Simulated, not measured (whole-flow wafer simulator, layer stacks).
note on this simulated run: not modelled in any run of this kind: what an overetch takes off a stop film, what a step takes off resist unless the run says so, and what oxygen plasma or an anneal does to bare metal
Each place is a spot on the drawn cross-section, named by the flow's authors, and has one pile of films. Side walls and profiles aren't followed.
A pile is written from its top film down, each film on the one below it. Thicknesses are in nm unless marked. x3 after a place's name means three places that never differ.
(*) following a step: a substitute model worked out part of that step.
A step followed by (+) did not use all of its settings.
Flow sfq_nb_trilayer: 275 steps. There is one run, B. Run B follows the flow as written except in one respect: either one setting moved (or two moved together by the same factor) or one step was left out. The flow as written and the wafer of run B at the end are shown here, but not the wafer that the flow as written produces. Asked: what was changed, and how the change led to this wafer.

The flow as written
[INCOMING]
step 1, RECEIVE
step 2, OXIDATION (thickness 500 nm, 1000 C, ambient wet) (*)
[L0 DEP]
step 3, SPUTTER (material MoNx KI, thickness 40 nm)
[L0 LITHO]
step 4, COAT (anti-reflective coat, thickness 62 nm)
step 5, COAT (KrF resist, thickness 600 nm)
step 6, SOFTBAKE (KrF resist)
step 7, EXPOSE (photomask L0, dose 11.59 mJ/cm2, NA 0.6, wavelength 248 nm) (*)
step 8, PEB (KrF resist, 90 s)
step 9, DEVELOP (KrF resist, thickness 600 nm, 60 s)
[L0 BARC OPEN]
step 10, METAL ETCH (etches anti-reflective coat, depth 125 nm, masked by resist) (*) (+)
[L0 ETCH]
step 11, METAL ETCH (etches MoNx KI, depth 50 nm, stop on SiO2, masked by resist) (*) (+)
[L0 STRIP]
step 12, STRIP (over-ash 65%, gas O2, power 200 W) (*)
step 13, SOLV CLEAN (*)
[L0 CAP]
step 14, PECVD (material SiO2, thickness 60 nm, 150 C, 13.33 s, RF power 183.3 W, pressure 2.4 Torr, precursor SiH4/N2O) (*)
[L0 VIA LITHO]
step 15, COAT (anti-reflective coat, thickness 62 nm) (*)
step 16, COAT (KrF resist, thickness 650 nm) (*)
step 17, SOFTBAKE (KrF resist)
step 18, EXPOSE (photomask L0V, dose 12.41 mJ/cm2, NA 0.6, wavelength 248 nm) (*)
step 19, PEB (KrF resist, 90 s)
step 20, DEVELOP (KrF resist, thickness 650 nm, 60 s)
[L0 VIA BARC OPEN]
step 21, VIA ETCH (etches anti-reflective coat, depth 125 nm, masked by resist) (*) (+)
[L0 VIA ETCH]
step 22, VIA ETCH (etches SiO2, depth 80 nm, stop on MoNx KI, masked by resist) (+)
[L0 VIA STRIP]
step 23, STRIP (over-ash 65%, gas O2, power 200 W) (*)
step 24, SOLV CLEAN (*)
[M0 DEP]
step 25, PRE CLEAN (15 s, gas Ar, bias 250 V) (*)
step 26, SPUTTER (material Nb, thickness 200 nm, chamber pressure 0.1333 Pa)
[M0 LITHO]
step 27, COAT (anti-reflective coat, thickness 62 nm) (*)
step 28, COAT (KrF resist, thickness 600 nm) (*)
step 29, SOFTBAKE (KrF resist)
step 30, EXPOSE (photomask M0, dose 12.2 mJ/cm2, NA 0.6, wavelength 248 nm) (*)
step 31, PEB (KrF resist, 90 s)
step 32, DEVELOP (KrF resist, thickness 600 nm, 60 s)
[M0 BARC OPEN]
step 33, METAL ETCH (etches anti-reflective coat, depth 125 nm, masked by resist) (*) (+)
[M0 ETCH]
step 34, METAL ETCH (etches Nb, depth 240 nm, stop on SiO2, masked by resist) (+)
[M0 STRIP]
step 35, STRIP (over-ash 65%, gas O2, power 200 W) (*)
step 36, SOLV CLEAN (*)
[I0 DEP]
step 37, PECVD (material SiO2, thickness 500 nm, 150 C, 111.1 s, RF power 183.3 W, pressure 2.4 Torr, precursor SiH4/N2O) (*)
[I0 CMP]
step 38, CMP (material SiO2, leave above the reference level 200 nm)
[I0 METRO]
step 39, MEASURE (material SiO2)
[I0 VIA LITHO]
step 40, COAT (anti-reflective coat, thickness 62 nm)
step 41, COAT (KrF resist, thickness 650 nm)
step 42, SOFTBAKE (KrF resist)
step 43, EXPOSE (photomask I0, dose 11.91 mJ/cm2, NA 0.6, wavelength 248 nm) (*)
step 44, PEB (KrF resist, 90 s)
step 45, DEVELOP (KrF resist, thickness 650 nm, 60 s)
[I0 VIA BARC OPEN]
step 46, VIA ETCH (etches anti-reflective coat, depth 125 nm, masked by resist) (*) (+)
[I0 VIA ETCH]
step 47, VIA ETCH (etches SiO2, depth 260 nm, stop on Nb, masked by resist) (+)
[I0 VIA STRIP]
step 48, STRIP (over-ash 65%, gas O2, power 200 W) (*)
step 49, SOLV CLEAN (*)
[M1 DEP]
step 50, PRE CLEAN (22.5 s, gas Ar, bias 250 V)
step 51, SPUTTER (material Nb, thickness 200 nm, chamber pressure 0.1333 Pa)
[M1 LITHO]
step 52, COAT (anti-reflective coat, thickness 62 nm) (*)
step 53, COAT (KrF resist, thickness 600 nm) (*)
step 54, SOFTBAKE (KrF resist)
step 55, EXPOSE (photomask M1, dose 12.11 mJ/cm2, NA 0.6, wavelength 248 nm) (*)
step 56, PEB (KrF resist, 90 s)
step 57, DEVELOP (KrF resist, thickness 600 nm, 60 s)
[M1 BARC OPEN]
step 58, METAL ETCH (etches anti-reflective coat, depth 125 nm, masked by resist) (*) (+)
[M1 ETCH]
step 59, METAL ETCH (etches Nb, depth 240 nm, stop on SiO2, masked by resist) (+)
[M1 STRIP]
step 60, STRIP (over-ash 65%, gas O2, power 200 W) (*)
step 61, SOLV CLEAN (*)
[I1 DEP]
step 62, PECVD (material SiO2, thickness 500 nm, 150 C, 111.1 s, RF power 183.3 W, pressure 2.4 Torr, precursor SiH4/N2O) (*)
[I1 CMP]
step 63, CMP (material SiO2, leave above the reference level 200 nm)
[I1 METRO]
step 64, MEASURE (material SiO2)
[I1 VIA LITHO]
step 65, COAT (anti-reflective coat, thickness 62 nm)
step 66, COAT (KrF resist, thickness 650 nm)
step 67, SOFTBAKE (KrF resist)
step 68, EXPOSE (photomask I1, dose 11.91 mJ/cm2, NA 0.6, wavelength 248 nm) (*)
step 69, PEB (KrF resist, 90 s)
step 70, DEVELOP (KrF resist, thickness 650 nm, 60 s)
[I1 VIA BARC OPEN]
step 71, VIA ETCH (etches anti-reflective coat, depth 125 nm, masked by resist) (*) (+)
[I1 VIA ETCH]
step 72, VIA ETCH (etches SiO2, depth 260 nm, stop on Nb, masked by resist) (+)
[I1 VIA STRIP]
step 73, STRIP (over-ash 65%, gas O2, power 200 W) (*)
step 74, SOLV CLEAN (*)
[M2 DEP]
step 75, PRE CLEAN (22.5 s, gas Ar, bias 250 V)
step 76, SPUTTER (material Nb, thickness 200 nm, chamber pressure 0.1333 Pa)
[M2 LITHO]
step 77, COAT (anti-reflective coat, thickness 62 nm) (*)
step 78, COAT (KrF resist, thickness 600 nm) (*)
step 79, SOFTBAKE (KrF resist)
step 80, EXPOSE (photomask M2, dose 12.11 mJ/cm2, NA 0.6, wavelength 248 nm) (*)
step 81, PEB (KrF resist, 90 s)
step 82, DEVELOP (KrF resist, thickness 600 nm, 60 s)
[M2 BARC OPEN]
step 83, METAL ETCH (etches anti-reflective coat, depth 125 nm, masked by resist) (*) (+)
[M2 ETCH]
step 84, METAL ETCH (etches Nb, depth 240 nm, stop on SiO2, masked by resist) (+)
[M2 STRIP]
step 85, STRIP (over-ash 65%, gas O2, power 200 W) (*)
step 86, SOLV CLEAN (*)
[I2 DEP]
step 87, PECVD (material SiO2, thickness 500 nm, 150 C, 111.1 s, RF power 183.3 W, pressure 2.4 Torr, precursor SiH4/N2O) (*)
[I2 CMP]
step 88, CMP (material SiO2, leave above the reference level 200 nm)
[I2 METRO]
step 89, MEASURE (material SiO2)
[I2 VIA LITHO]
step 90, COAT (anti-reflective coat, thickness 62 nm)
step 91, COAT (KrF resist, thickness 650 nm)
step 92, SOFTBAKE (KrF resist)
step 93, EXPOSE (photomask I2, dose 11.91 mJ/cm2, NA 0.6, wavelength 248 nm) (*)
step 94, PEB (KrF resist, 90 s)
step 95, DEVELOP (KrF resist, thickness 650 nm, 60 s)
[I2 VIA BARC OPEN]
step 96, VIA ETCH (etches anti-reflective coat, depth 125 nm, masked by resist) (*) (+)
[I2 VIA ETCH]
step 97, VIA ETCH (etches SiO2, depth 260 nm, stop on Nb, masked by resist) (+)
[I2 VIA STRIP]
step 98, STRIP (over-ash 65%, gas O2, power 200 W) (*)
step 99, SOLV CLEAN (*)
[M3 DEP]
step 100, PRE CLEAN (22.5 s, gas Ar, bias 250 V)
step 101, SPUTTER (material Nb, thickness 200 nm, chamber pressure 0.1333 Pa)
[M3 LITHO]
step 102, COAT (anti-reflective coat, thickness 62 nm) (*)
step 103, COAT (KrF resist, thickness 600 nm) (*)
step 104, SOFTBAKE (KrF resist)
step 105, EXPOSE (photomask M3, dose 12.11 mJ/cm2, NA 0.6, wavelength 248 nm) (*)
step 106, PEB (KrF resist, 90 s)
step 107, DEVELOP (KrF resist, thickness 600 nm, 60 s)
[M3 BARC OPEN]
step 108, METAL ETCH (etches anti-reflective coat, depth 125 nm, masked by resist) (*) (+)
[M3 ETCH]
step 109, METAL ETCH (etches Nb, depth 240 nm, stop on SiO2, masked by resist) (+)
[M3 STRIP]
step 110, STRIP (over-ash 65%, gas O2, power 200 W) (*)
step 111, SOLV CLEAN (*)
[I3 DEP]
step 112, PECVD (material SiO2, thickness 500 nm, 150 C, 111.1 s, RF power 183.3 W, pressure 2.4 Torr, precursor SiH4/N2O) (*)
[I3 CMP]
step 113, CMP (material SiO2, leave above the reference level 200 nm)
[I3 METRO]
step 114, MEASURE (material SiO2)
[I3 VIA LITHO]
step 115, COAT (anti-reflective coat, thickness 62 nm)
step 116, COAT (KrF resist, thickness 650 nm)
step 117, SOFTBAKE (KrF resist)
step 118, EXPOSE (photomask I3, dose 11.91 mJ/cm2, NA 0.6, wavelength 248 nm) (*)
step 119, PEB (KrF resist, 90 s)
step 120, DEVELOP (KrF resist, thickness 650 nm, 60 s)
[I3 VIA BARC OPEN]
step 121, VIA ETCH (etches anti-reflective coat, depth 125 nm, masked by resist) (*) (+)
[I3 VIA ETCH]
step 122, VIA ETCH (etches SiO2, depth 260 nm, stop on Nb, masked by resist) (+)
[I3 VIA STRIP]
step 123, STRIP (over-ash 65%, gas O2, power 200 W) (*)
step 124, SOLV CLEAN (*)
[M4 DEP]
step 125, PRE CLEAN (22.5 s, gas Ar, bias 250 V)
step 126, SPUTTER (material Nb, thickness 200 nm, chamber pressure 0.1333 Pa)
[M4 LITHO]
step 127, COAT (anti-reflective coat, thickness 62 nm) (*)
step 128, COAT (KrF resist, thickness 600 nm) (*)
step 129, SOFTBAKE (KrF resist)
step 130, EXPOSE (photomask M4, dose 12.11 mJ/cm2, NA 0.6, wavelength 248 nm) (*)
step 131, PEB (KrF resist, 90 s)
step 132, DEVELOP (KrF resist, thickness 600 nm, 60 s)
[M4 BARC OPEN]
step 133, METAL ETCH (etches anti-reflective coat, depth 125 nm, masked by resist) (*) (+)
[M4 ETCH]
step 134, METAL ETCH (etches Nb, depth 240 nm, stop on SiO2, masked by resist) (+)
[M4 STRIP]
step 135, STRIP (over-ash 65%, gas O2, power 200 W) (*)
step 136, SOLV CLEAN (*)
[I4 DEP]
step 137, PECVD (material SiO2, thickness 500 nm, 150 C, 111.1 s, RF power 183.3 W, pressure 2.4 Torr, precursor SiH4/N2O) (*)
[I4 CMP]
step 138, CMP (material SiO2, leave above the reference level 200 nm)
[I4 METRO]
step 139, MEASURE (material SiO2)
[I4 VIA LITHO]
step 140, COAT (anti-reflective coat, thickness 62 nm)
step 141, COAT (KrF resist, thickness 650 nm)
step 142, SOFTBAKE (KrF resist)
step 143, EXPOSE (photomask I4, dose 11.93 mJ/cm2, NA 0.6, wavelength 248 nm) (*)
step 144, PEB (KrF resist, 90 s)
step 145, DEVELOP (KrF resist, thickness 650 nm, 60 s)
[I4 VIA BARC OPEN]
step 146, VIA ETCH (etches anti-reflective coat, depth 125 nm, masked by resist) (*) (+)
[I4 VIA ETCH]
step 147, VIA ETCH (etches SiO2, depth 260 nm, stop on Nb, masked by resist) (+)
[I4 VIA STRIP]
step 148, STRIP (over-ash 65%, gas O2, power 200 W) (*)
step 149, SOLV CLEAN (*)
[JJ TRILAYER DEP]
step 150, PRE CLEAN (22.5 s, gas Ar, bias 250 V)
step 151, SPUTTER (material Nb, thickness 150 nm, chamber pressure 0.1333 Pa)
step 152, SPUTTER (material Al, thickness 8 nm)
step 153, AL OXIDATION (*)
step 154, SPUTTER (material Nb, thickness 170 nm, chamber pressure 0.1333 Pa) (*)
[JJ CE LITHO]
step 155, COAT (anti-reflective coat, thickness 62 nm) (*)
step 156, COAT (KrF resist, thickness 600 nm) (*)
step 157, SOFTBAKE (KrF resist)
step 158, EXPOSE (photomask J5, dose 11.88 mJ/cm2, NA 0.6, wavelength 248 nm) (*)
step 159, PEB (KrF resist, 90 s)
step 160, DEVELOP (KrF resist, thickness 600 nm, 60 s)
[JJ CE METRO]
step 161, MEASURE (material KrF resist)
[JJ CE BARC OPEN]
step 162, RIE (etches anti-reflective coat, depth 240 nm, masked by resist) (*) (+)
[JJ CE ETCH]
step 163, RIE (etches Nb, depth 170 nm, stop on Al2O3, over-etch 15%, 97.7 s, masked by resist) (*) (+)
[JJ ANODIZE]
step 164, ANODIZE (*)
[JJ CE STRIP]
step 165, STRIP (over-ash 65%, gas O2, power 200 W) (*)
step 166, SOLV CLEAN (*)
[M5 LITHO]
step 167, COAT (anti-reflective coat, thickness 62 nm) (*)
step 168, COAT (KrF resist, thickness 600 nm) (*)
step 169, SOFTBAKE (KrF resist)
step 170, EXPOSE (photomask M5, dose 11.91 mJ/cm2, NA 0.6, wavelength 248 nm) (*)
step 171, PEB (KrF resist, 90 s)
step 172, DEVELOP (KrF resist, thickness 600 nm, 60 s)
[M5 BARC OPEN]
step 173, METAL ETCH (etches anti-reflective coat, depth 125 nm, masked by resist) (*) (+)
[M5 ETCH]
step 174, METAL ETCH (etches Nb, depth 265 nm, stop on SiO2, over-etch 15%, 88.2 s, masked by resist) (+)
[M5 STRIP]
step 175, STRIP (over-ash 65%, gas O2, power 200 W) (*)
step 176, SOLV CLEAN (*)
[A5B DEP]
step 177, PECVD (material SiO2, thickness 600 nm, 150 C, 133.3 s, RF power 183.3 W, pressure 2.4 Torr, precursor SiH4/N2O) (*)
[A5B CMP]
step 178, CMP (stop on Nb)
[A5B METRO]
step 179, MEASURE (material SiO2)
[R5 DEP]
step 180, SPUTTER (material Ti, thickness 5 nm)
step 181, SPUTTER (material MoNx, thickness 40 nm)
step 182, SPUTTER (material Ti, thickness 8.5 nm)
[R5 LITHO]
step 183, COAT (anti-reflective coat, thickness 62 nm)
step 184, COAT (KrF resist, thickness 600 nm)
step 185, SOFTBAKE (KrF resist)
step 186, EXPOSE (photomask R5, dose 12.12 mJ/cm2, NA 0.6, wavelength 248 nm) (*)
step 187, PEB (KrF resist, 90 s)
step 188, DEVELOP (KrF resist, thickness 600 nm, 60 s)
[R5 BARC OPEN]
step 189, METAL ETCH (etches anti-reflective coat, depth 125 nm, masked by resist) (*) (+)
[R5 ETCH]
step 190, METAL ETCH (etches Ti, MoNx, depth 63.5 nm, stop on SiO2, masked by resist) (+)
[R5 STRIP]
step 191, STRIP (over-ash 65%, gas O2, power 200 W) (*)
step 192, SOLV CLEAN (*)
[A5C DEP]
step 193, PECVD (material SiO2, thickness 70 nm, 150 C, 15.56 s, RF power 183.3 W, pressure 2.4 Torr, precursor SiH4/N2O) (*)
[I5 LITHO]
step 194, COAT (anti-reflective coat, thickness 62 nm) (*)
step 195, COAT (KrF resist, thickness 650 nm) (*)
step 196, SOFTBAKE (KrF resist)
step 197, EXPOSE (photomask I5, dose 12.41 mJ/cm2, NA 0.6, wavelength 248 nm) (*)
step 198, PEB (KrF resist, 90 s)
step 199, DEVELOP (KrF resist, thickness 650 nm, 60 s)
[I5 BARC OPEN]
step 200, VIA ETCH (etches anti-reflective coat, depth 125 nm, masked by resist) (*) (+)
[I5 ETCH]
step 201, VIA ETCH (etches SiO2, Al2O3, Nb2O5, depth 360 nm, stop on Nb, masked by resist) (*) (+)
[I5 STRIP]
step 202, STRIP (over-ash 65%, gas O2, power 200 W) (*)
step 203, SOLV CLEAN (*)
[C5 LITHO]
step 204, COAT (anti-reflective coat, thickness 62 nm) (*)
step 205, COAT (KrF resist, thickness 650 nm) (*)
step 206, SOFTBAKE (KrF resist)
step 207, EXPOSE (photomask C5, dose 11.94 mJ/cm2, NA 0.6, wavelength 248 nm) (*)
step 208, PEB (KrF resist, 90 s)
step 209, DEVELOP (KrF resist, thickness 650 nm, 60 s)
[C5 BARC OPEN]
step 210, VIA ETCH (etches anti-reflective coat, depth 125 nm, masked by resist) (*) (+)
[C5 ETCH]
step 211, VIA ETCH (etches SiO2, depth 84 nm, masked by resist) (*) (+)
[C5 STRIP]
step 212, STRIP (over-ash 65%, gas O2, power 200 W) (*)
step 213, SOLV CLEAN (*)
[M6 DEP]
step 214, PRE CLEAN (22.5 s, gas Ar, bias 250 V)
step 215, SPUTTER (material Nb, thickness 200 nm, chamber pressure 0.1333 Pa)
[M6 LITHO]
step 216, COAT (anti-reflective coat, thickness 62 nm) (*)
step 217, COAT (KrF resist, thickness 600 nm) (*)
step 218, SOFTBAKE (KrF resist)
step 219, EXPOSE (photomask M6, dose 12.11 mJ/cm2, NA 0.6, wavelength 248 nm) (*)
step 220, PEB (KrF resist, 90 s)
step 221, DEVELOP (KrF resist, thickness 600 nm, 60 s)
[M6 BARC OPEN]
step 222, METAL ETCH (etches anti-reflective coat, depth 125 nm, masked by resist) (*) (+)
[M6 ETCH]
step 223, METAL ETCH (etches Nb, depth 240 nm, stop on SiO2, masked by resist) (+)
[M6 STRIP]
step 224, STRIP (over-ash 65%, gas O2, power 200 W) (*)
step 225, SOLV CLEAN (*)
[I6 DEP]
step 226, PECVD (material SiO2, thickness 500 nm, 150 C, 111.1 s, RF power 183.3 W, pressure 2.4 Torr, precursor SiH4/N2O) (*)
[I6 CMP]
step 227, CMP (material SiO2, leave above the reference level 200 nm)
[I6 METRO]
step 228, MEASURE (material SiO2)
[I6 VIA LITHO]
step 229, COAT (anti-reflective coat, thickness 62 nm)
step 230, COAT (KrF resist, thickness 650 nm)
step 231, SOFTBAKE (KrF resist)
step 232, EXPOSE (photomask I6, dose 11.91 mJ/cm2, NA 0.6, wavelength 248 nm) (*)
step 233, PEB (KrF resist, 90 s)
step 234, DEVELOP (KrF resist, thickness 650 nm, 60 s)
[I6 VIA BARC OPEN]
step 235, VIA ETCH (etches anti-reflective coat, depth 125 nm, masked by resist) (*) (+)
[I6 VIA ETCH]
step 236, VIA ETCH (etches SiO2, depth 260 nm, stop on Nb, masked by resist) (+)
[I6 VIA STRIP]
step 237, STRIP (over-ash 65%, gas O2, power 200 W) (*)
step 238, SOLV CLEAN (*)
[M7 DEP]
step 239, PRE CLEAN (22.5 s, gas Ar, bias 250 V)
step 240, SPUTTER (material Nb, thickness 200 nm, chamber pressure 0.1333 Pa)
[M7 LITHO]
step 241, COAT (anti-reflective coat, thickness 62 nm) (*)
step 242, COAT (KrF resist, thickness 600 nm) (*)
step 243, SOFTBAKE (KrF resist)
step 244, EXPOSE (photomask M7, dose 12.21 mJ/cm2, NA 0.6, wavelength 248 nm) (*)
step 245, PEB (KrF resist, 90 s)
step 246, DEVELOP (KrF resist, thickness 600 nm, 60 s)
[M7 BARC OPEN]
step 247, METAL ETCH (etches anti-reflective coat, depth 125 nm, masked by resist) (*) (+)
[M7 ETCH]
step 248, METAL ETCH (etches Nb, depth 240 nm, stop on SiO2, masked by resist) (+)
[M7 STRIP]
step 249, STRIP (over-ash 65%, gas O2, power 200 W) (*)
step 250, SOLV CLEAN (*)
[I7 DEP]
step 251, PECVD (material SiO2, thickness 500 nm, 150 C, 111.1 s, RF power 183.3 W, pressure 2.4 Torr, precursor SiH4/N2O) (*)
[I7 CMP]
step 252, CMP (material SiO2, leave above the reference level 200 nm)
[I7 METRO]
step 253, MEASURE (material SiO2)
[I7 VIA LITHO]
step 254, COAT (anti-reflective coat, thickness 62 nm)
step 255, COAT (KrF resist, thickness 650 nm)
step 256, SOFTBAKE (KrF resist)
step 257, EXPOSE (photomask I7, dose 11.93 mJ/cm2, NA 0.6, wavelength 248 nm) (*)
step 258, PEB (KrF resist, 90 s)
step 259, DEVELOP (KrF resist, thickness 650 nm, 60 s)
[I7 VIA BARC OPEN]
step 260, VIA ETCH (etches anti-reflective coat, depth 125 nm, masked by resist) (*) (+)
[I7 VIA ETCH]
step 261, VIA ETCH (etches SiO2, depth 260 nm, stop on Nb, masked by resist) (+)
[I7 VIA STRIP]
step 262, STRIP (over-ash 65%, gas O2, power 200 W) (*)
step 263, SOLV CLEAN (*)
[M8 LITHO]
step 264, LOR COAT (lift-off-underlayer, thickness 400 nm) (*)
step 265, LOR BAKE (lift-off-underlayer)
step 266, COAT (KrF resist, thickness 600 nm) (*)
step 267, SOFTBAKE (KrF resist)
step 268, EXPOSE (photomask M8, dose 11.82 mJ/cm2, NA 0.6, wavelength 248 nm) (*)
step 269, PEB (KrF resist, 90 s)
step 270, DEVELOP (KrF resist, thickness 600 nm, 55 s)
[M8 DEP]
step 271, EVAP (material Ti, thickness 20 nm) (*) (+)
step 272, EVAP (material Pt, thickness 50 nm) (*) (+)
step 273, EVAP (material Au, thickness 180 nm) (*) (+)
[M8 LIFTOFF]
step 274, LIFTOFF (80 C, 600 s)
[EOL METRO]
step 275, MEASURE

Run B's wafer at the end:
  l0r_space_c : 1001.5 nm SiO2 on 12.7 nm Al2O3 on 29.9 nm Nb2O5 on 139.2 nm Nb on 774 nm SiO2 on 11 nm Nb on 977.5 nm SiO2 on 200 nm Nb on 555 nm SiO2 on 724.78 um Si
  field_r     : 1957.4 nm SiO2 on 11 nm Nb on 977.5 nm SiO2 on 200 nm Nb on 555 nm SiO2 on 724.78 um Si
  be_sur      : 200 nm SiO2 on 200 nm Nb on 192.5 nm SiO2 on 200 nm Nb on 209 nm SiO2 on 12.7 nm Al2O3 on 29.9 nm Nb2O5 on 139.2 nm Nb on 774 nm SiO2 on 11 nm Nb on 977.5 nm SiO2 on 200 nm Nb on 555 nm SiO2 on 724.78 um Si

The reason: step 109, METAL ETCH: depth 189 nm was run, whereas the flow has depth 240 nm.

Step by step, how the change led to this:
  step 109, METAL ETCH (etches Nb, depth 240 nm, stop on SiO2, masked by resist) (+)
      field_l, be, be_sur and 72 more: Nb loses 189 (it would be, as written: Nb loses 200 (all of it))
      v_sur, via_wl, via_w and 28 more: KrF resist loses 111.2 (it would be, as written: KrF resist loses 141.2)
  step 110, STRIP (over-ash 65%, gas O2, power 200 W) (*)
      p4_w1 x9, wl_j_sl, wl_jj and 13 more: KrF resist loses 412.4 (all of it), anti-reflective coat loses 62 (all of it) (it would be, as written: KrF resist loses 382.4 (all of it), anti-reflective coat loses 62 (all of it))
      via_wl, via_wr: KrF resist loses 414.2 (all of it), anti-reflective coat loses 34.2 (all of it) (it would be, as written: KrF resist loses 384.2 (all of it), anti-reflective coat loses 34.2 (all of it))
      (and at 5 other places as well)
  step 112, PECVD (material SiO2, thickness 500 nm, 150 C, 111.1 s, RF power 183.3 W, pressure 2.4 Torr, precursor SiH4/N2O) (*)
      field_l, be, be_sur and 64 more: SiO2 gains 500 (new film) (it would be, as written: SiO2 gains 500)
      p4_g1 x2, p3_s0 x6: SiO2 gains 546.1 (new film) (it would be, as written: SiO2 gains 557.1)
  step 113, CMP (material SiO2, leave above the reference level 200 nm)
      field_l, be, be_sur and 64 more: SiO2 loses 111 (it would be, as written: SiO2 loses 100)
With metal films that touch counted as one body, l0r_space_c has 3 bodies (between them, from the top down: SiO2 774; SiO2 977.5); the flow as written gives 2 bodies (between them, from the top down: SiO2 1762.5).
With metal films that touch counted as one body, field_r has 2 bodies (between them, from the top down: SiO2 977.5); the flow as written gives 1 body.
With metal films that touch counted as one body, be_sur has 5 bodies (between them, from the top down: SiO2 192.5; SiO2 209 / Al2O3 12.7 / Nb2O5 29.9; SiO2 774; SiO2 977.5); the flow as written gives 4 bodies (between them, from the top down: SiO2 192.5; SiO2 209 / Al2O3 12.7 / Nb2O5 29.9; SiO2 1762.5).
